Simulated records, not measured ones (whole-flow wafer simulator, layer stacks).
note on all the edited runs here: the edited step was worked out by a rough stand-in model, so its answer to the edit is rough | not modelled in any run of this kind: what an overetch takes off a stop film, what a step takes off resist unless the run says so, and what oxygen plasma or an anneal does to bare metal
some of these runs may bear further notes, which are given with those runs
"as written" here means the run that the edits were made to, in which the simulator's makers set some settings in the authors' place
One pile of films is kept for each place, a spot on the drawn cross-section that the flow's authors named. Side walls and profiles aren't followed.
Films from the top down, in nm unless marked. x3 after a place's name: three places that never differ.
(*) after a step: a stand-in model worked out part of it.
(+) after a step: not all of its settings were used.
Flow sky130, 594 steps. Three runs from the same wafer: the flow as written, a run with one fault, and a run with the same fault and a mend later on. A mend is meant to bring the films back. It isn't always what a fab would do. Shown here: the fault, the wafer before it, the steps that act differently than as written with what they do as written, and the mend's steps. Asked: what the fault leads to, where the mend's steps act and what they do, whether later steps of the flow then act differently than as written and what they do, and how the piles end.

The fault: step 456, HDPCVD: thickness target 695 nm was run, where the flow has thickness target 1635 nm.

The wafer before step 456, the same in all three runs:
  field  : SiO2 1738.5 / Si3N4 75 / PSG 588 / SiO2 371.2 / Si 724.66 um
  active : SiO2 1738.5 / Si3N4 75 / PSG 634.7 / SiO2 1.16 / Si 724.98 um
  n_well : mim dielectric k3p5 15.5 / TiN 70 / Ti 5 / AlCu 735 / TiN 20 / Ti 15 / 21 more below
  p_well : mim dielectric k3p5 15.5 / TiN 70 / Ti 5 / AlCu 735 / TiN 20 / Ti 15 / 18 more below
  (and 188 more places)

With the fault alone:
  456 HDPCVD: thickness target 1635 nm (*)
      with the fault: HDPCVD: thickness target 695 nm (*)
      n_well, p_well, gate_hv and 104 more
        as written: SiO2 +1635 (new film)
        with the fault: SiO2 +695 (new film)
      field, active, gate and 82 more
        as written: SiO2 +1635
        with the fault: SiO2 +695
  Later steps of the flow that act differently than as written (26 more steps differ only slightly, by at most 2% or 0.5 nm, whichever is larger, and aren't shown):
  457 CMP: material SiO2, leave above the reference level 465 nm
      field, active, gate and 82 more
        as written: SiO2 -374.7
        with the fault: nothing
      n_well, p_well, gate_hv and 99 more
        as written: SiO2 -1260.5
        with the fault: SiO2 -320.5
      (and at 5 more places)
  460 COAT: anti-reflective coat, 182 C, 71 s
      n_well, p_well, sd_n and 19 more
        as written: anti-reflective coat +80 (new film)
        with the fault: anti-reflective coat +3 (new film)
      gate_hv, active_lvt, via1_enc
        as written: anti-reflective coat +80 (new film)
        with the fault: anti-reflective coat +67.9 (new film)
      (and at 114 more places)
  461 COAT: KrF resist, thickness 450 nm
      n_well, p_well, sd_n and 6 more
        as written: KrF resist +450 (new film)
        with the fault: KrF resist +3 (new film)
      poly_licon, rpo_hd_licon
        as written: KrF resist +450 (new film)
        with the fault: KrF resist +499.8 (new film)
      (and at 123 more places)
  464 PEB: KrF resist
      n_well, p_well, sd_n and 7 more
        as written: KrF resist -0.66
        with the fault: nothing
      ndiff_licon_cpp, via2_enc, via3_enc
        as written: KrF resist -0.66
        with the fault: KrF resist -0.09
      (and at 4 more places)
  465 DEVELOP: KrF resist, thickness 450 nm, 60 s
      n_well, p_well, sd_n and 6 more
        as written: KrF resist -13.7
        with the fault: nothing
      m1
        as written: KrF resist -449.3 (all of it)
        with the fault: KrF resist -204.4 (all of it)
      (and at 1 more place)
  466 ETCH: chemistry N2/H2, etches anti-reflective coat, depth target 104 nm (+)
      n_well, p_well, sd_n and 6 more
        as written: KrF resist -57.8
        with the fault: KrF resist -3 (all of it), anti-reflective coat -3 (all of it), SiO2 -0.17
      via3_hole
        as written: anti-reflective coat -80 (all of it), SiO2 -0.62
        with the fault: anti-reflective coat -14.9 (all of it)
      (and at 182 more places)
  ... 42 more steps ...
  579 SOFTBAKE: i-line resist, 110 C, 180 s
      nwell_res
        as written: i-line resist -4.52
        with the fault: i-line resist -4
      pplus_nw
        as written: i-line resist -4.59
        with the fault: i-line resist -4.06
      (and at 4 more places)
  At the end the piles differ from the flow's by more than 2% or 0.5 nm, whichever is larger, at field, active, gate and 84 more.
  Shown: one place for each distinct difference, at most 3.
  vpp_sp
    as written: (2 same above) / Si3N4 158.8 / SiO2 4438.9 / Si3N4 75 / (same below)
    with the fault: (2 same above) / Si3N4 158.8 / SiO2 1601.6 / W 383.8 / TiN 20 / SiO2 2433.5 / Si3N4 75 / (same below)
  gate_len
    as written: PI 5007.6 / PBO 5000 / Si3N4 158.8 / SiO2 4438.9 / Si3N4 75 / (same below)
    with the fault: PI 5007.4 / PBO 5000 / Si3N4 158.8 / SiO2 1601.6 / W 383.8 / TiN 20 / SiO2 2433.5 / Si3N4 75 / (same below)
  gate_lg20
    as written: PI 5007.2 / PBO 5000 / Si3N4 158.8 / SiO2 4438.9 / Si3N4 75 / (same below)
    with the fault: PI 5007 / PBO 5000 / Si3N4 158.8 / SiO2 1601.6 / W 383.8 / TiN 20 / SiO2 2433.5 / Si3N4 75 / (same below)

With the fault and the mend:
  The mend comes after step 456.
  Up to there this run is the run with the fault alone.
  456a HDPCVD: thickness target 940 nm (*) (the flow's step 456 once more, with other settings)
      field, active, n_well and 189 more
        SiO2 +940
  No later step of the flow acts differently than as written, at any place that is followed, by more than 2% or 0.5 nm, whichever is larger.
  At the end the piles are the same as the flow's at every place that both follow.
